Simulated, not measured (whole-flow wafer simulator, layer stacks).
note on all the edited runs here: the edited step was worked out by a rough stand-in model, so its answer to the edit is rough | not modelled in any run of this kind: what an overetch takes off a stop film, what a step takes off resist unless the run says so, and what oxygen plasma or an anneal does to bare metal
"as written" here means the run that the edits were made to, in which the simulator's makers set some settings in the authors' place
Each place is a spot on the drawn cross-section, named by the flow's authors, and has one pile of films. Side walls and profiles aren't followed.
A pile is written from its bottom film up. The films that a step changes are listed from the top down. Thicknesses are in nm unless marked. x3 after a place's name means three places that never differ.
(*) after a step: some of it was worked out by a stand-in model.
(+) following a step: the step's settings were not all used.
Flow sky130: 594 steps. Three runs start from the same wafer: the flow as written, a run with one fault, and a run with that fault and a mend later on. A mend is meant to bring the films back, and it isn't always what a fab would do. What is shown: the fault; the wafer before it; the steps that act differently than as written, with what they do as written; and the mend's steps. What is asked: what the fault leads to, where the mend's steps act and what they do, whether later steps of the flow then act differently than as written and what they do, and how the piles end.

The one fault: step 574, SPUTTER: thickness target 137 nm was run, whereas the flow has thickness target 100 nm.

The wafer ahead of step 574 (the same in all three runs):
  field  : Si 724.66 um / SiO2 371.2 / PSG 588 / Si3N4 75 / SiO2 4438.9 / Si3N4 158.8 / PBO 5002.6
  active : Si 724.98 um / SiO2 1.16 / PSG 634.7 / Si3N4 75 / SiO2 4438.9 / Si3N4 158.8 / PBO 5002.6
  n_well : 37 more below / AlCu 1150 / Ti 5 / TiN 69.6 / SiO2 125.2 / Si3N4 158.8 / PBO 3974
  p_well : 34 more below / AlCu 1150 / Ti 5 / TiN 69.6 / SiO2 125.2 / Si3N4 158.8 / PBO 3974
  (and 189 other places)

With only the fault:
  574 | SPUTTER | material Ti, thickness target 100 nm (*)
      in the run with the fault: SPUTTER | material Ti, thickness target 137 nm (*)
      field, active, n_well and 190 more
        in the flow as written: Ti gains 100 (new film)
        in the run with the fault: Ti gains 137 (new film)
  Steps later in the flow that act otherwise than as written (7 other steps are not shown; they differ only slightly, by no more than 2% or 0.5 nm, whichever is larger):
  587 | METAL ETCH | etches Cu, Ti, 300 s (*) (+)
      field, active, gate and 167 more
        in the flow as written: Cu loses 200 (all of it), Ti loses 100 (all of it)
        in the run with the fault: Cu loses 200 (all of it), Ti loses 137 (all of it)
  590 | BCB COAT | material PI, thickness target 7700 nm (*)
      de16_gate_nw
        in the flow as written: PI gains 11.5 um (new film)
        in the run with the fault: PI gains 11.54 um (new film)
  The piles end different from the flow's at n_well, p_well, sd_n and 20 more by more than 2% or 0.5 nm, whichever is larger.
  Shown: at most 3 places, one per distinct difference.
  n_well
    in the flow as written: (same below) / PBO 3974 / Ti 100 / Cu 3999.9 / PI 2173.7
    in the run with the fault: (same below) / PBO 3974 / Ti 137 / Cu 3999.9 / PI 2149.6
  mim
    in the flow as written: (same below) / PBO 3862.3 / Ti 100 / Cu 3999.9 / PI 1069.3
    in the run with the fault: (same below) / PBO 3862.3 / Ti 137 / Cu 3999.9 / PI 1034.7
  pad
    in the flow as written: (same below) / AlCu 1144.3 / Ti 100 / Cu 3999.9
    in the run with the fault: (same below) / AlCu 1144.3 / Ti 137 / Cu 3999.9

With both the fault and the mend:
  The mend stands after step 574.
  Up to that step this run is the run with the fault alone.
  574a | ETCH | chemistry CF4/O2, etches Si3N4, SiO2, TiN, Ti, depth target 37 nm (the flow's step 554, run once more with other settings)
      field, active, n_well and 190 more
        Ti loses 37
  Every later step of the flow that is run acts as written, at every place that is followed, to within 2% or 0.5 nm, whichever is larger.
  The piles end the same as the flow's at every place that both follow.
